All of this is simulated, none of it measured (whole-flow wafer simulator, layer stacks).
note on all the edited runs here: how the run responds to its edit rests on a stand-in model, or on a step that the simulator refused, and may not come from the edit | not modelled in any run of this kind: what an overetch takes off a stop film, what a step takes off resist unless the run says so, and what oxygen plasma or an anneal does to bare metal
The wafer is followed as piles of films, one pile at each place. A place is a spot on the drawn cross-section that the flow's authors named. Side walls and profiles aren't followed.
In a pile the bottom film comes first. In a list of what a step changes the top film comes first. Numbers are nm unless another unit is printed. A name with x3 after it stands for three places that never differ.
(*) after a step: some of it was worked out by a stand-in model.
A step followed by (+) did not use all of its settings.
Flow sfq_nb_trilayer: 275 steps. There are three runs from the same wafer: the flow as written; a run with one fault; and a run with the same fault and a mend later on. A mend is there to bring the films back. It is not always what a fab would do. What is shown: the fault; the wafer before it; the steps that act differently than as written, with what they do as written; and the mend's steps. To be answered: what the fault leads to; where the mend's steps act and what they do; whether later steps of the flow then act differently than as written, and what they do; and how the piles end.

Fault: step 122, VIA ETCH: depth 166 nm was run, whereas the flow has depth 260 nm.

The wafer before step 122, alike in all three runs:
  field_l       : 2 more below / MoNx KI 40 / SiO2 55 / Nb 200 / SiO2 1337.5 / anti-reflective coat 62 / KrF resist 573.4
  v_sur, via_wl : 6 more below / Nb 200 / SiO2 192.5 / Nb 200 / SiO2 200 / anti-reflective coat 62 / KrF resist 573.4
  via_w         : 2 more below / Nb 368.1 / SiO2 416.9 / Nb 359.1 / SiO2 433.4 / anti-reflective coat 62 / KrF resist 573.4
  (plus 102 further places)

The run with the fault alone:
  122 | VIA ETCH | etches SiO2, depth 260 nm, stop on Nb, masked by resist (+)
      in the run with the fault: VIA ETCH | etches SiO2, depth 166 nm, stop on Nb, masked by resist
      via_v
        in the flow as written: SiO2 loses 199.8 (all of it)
        in the run with the fault: SiO2 loses 166
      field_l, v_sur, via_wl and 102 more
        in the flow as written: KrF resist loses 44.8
        in the run with the fault: KrF resist loses 28.6
  Steps later in the flow that act otherwise than as written (not shown: 3 more steps that differ only slightly, by at most 2% or 0.5 nm, whichever is larger):
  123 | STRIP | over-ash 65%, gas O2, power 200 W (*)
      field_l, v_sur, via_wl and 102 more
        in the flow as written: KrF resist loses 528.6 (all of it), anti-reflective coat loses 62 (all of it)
        in the run with the fault: KrF resist loses 544.8 (all of it), anti-reflective coat loses 62 (all of it)
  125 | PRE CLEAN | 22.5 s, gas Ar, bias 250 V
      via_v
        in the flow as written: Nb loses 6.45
        in the run with the fault: SiO2 loses 7.5
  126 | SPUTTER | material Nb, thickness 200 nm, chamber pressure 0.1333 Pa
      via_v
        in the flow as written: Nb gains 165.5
        in the run with the fault: Nb gains 172.7 (new film)
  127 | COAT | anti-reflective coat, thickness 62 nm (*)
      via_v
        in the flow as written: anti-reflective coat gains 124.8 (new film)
        in the run with the fault: anti-reflective coat gains 116.1 (new film)
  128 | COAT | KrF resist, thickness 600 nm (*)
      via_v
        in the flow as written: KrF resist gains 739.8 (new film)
        in the run with the fault: KrF resist gains 713.6 (new film)
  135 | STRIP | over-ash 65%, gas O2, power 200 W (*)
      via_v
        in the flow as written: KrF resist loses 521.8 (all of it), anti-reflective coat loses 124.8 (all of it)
        in the run with the fault: KrF resist loses 495.7 (all of it), anti-reflective coat loses 116.1 (all of it)
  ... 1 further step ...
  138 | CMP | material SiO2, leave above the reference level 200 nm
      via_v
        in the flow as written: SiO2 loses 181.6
        in the run with the fault: SiO2 loses 157.1
  At via_v, the piles at the end differ from the flow's by more than 2% or 0.5 nm, whichever is larger.
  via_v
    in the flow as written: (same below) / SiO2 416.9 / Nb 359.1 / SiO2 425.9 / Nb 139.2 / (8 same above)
    in the run with the fault: (same below) / SiO2 416.9 / Nb 200 / SiO2 26.3 / Nb 172.7 / SiO2 386 / Nb 139.2 / (8 same above)

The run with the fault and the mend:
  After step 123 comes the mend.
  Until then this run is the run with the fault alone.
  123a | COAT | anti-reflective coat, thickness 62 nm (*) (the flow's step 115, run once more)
      p4_fl x3, p4_w1 x9, p4_g1 x2 and 63 more
        anti-reflective coat gains 62 (new film)
      r_end, moat, field_r and 7 more
        anti-reflective coat gains 61.8 (new film)
      sp_r, be_r, r_sur, res
        anti-reflective coat gains 61.7 (new film)
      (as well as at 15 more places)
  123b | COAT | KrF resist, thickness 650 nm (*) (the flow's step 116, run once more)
      p4_fl x3, p4_w1 x9, p4_g1 x2 and 63 more
        KrF resist gains 650 (new film)
      field_r, lsp_l, ln_m5, lsp_m, ln_m6, lsp_r, l0_sur, l0v
        KrF resist gains 649.6 (new film)
      res, r_end, moat
        KrF resist gains 649.5 (new film)
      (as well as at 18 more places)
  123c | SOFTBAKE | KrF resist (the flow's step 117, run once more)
      does not change any film at any place that is followed
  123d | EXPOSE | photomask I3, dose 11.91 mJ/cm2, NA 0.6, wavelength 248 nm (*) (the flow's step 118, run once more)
      does not change any film at any place that is followed
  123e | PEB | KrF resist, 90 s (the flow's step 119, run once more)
      c5j, ce_r, sp_r and 90 more
        KrF resist loses 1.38
      field_l, v_sur, via_wl and 7 more
        KrF resist loses 1.37
      via_wr, be
        KrF resist loses 1.36
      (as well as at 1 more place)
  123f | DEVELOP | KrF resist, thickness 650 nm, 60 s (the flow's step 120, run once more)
      field_l, v_sur, via_wl and 102 more
        KrF resist loses 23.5
      via_v
        KrF resist loses 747 (all of it)
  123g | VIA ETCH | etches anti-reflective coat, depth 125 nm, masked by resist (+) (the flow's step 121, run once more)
      field_l, v_sur, via_wl and 102 more
        KrF resist loses 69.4
      via_v
        anti-reflective coat loses 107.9 (all of it)
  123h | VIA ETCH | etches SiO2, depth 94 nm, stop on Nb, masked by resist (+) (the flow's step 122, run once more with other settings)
      field_l, v_sur, via_wl and 102 more
        KrF resist loses 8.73
      via_v
        SiO2 loses 33.8 (all of it)
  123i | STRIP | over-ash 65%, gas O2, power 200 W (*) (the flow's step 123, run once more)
      p4_fl x3, p4_w1 x9, p4_g1 x2 and 63 more
        KrF resist loses 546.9 (all of it), anti-reflective coat loses 62 (all of it)
      moat, field_r, lsp_l, ln_m5, l0v
        KrF resist loses 546.5 (all of it), anti-reflective coat loses 61.8 (all of it)
      lsp_m, ln_m6, lsp_r, l0_sur
        KrF resist loses 546.6 (all of it), anti-reflective coat loses 61.8 (all of it)
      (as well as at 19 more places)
  Later steps of the flow that are run all act as written at every place that is followed.
  By the end, the piles equal the flow's at every place that both follow.
